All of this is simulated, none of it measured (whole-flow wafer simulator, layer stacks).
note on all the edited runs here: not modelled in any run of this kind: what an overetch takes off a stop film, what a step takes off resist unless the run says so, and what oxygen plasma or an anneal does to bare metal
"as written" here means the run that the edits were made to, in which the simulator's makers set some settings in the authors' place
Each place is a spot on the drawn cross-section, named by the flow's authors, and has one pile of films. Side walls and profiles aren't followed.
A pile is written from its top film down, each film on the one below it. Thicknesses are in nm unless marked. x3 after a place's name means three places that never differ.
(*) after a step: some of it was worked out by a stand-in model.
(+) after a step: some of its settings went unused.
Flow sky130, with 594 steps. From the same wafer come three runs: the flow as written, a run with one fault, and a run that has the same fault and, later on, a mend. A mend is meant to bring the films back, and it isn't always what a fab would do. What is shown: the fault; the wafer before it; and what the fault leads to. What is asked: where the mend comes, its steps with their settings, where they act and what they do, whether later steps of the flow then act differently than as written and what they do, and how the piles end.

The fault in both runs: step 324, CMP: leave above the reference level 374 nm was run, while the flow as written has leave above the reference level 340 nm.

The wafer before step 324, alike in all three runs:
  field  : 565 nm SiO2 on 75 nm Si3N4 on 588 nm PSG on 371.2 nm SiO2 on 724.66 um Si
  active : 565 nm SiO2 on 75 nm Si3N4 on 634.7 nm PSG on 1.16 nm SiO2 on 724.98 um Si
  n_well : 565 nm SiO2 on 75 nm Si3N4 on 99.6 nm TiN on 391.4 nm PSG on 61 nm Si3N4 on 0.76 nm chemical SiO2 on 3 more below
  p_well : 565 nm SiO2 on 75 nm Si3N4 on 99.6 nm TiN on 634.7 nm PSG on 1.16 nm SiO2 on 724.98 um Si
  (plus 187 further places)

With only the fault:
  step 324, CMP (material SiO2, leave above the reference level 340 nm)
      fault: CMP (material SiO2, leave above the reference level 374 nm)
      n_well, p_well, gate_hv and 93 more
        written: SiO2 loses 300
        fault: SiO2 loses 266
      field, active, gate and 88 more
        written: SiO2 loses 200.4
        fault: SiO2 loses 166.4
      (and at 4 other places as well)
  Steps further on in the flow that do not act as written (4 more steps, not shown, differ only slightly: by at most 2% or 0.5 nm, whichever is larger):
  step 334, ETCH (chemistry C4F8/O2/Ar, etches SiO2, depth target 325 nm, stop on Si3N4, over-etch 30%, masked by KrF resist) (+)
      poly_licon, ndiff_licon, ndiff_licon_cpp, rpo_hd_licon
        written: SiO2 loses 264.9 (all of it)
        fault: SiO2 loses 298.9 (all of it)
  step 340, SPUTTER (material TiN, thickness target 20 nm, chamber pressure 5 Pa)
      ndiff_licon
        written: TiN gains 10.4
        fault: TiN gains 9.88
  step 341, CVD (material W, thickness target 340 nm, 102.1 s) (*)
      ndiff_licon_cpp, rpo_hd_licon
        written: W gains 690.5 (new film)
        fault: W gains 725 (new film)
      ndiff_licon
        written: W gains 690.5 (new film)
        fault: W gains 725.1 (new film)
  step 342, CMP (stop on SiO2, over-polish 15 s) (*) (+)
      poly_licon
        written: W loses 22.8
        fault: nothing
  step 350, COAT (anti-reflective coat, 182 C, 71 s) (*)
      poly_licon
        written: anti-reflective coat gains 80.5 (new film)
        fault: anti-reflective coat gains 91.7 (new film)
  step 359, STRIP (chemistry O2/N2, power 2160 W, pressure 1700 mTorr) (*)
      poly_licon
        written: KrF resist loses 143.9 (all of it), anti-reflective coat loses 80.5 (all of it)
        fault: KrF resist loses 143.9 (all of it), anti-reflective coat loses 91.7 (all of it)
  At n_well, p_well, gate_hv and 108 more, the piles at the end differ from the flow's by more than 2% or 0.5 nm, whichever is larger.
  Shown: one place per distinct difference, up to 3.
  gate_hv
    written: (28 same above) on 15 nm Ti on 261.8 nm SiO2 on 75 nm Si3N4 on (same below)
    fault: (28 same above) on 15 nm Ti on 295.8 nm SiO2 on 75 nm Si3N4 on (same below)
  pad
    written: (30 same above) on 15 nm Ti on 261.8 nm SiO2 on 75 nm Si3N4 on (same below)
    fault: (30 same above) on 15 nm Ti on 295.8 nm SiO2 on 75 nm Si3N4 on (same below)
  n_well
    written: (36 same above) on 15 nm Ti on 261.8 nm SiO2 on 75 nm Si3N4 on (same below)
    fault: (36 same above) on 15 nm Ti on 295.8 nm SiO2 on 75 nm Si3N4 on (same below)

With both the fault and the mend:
  After step 324 comes the mend.
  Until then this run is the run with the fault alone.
  step 324a, CMP (material SiO2, leave above the reference level 340 nm) (the flow's step 324 again)
      field, active, n_well and 188 more
        SiO2 loses 34
  Later steps of the flow that are run all act as written at every place that is followed.
  By the end, the piles equal the flow's at every place that both follow.
